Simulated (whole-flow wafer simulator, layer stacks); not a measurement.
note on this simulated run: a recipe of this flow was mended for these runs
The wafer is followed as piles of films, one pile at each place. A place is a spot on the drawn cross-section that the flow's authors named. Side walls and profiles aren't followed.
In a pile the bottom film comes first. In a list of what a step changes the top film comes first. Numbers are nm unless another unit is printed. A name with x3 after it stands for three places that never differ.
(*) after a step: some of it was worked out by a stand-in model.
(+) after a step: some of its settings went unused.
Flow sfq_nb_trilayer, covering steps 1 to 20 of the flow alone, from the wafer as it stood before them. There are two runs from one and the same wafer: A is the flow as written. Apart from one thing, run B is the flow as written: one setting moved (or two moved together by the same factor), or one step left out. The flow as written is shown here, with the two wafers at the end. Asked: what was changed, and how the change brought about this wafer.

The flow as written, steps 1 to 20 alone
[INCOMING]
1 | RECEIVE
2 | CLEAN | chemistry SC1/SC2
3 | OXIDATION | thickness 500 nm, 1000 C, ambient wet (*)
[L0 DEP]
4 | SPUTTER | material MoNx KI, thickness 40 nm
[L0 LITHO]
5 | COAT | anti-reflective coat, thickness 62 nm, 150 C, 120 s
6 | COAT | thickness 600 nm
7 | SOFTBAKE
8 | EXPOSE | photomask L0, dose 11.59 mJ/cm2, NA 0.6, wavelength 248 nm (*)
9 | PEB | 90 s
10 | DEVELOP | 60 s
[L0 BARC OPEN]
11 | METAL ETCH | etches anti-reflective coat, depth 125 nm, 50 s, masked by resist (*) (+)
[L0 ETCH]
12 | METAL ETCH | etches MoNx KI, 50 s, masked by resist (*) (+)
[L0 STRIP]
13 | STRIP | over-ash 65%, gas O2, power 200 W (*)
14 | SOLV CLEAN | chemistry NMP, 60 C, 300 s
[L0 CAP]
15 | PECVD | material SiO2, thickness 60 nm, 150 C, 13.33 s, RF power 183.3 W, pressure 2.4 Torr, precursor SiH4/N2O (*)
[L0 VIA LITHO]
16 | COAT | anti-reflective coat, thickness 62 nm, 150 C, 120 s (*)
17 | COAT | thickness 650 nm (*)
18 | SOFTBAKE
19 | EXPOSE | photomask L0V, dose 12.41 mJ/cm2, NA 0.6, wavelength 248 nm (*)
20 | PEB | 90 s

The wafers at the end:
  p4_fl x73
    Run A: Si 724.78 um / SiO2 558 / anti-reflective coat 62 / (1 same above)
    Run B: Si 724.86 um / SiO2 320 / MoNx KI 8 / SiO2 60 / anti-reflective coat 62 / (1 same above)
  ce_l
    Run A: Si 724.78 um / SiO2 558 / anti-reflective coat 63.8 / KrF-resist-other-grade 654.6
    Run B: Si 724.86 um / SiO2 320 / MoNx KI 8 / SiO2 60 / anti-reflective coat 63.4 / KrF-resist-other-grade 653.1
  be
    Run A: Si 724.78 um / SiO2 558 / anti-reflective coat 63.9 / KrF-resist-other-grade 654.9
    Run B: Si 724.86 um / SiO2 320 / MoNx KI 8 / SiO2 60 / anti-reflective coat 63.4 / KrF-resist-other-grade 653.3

What caused this: step 3, OXIDATION: thickness 320 nm was run, while the flow as written has thickness 500 nm; step 12, METAL ETCH: 32 s was run, where the flow has 50 s.

The path from the change to this, step by step:
  3 | OXIDATION | thickness 500 nm, 1000 C, ambient wet (*)
      field_l, v_sur, via_wl and 103 more: A +500 SiO2 (new film), -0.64 chemical SiO2 (all of it), -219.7 Si | B +320 SiO2 (new film), -0.64 chemical SiO2 (all of it), -140.5 Si
  12 | METAL ETCH | etches MoNx KI, 50 s, masked by resist (*) (+)
      v_sur, via_wl, via_w and 97 more: A -40 MoNx KI (all of it), -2 SiO2 | B -32 MoNx KI
      field_l, l0_sur, l0v, l0r_line_l, l0r_line_c, l0r_line_r: A -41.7 KrF-resist-other-grade | B -26.7 KrF-resist-other-grade
  13 | STRIP | over-ash 65%, gas O2, power 200 W (*)
      field_l, l0_sur, l0v, l0r_line_l, l0r_line_c, l0r_line_r: A -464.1 KrF-resist-other-grade (all of it), -62 anti-reflective coat (all of it) | B -479.1 KrF-resist-other-grade (all of it), -62 anti-reflective coat (all of it)
  15 | PECVD | material SiO2, thickness 60 nm, 150 C, 13.33 s, RF power 183.3 W, pressure 2.4 Torr, precursor SiH4/N2O (*)
      v_sur, via_wl, via_w and 97 more: A +60 SiO2 | B +60 SiO2 (new film)
  16 | COAT | anti-reflective coat, thickness 62 nm, 150 C, 120 s (*)
      l0r_line_c, l0r_line_r: A +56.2 anti-reflective coat (new film) | B +57.4 anti-reflective coat (new film)
      field_l: A +50 anti-reflective coat (new film) | B +52.6 anti-reflective coat (new film)
      (as well as at 6 more places)
Taking metal films that touch as one body, p4_fl x73 has 1 body; the flow as written gives 0 bodies.
Taking metal films that touch as one body, ce_l has 1 body; the flow as written gives 0 bodies.
Taking metal films that touch as one body, be has 1 body; the flow as written gives 0 bodies.
